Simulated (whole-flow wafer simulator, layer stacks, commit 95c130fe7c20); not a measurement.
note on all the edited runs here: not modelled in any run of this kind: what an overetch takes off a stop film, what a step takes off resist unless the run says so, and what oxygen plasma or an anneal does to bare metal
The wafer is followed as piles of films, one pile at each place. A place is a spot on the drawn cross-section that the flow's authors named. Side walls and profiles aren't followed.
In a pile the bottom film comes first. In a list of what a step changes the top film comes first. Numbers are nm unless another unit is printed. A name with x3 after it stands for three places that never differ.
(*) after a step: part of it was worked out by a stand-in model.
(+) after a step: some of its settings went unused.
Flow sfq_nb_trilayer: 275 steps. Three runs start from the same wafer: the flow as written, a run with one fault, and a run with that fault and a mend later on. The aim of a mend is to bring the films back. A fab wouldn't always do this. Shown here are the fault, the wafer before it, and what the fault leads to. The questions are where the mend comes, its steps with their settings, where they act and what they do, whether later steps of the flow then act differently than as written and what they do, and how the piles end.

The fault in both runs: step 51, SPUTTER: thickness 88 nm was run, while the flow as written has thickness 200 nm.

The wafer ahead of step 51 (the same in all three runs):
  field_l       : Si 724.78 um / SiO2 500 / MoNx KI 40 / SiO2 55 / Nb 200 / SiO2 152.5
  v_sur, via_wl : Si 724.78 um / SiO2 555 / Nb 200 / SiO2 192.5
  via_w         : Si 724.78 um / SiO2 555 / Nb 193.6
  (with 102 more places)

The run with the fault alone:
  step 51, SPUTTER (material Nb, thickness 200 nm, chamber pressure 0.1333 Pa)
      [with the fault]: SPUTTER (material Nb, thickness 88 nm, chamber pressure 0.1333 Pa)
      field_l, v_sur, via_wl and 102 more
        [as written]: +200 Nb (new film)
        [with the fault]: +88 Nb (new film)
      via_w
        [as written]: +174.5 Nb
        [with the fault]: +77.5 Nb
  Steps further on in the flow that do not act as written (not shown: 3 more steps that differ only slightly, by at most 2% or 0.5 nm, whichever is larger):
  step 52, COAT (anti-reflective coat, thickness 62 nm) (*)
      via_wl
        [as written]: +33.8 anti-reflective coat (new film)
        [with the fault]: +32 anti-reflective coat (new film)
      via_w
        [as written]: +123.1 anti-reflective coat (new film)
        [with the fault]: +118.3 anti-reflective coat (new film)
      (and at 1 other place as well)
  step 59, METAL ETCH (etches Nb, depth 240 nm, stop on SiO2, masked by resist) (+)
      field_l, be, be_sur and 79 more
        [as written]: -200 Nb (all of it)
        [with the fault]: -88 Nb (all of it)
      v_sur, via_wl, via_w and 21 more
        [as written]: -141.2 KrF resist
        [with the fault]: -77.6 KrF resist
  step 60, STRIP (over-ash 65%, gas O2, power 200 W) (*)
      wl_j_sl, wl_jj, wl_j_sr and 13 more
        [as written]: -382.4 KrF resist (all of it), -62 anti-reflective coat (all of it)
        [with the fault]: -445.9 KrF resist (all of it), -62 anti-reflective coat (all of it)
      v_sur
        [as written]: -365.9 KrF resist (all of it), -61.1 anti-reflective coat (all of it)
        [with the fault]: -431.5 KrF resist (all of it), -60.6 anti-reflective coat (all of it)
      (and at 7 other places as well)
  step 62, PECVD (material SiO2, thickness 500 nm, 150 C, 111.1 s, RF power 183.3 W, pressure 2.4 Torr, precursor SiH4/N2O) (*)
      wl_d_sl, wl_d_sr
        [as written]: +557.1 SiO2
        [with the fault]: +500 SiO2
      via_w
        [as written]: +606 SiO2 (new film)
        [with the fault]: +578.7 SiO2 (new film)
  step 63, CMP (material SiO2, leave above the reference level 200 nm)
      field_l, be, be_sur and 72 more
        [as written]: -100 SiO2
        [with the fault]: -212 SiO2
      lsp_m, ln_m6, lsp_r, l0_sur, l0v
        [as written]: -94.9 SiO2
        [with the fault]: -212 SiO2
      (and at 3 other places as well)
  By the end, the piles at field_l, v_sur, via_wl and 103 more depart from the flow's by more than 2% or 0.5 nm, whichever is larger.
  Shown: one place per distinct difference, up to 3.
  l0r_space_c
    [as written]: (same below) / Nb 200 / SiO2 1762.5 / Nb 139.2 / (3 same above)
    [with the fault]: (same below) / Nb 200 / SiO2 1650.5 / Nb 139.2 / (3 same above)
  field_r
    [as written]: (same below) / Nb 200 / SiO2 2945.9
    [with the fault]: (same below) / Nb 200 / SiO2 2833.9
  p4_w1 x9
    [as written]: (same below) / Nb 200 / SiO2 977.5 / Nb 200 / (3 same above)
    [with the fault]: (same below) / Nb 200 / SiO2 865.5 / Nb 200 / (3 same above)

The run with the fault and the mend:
  After step 51 comes the mend.
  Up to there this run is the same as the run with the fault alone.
  step 51a, SPUTTER (material Nb, thickness 112 nm, chamber pressure 0.1333 Pa) (the flow's step 51, run once more with other settings)
      field_l, v_sur, via_wl and 102 more
        +112 Nb
      via_w
        +92.7 Nb
  Later steps of the flow that are run all act as written at every place that is followed, up to a difference of at most 2% or 0.5 nm, whichever is larger.
  When the end is reached, the piles differ only a little from the flow's at the places that both follow, at most by 2% or 0.5 nm, whichever is larger.
